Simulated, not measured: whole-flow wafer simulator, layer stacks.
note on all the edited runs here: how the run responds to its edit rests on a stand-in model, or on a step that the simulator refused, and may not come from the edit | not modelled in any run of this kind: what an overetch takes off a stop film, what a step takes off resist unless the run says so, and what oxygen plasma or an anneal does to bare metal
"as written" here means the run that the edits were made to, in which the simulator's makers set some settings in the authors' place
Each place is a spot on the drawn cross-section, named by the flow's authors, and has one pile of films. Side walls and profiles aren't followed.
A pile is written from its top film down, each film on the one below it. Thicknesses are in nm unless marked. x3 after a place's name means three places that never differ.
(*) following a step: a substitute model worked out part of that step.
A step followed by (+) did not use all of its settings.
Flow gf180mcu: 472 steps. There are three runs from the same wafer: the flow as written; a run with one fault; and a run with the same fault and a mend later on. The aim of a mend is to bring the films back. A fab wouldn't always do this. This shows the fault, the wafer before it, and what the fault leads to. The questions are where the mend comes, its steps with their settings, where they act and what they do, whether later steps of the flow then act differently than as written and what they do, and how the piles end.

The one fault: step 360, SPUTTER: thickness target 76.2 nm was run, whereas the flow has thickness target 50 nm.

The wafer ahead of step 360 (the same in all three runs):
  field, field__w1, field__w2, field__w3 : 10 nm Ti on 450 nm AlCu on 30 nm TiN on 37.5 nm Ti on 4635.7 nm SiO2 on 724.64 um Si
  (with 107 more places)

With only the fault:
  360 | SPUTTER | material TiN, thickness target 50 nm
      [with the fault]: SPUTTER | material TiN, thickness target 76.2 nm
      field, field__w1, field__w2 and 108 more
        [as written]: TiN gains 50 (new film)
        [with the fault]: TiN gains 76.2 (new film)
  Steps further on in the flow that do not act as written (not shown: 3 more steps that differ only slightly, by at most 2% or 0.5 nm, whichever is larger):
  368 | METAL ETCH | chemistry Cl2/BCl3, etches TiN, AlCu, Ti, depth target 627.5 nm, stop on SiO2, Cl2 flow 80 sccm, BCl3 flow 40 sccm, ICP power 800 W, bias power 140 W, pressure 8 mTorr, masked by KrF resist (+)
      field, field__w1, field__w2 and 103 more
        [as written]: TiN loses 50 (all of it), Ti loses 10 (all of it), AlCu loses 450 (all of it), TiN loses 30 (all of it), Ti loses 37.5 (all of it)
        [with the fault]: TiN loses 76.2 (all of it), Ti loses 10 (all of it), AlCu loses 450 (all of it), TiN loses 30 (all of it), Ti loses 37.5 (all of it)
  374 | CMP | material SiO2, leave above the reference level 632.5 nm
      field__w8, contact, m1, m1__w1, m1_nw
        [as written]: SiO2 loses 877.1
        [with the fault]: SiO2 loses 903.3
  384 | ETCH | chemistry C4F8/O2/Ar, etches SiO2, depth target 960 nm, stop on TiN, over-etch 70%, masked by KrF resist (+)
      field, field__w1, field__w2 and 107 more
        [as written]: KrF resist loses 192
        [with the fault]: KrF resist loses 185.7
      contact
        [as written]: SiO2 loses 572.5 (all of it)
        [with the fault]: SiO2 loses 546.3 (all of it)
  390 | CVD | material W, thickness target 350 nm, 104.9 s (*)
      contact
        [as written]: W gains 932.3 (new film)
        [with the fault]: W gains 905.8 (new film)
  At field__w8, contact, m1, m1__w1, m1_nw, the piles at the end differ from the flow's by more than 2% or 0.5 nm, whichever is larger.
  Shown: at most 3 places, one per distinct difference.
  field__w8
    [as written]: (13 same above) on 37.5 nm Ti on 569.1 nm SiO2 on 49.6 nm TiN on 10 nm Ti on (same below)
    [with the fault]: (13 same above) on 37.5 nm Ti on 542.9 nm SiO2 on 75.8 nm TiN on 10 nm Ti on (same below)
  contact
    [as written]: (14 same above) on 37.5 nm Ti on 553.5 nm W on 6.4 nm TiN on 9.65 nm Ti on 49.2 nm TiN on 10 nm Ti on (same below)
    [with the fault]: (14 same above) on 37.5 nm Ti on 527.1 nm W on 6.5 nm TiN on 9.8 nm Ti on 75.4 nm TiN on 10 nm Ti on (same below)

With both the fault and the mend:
  After step 367 comes the mend.
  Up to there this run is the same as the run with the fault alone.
  367a | STRIP | chemistry O2/N2, power 2160 W, pressure 1700 mTorr (*)
      field__w8, contact, m1, m1__w1, m1_nw
        KrF resist loses 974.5 (all of it)
  367b | METAL ETCH | chemistry Cl2/BCl3, etches TiN, AlCu, Ti, depth target 26.2 nm, Cl2 flow 80 sccm, BCl3 flow 40 sccm, ICP power 800 W, bias power 140 W, pressure 8 mTorr (a further turn of the flow's step 260, with different settings)
      field, field__w1, field__w2 and 108 more
        TiN loses 26.2
  367c | HMDS | 120 C, 60 s (a further turn of the flow's step 362)
      alters no film at any place that is followed
  367d | COAT | KrF resist, thickness 1000 nm (a further turn of the flow's step 363)
      field, field__w1, field__w2 and 108 more
        KrF resist gains 1000 (new film)
  367e | SOFTBAKE | KrF resist (a further turn of the flow's step 364)
      alters no film at any place that is followed
  367f | EXPOSE | photomask Metal4 (a further turn of the flow's step 365)
      alters no film at any place that is followed
  367g | PEB | KrF resist, 135 C, 90 s (a further turn of the flow's step 366)
      field, field__w1, field__w2 and 108 more
        KrF resist loses 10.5
  367h | DEVELOP | thickness 1000 nm, 60 s (a further turn of the flow's step 367)
      field, field__w1, field__w2 and 103 more
        KrF resist loses 989.5 (all of it)
      field__w8, contact, m1, m1__w1, m1_nw
        KrF resist loses 14.9
  Every later step of the flow that is run acts as written at every place that is followed.
  By the end, the piles equal the flow's at every place that both follow.
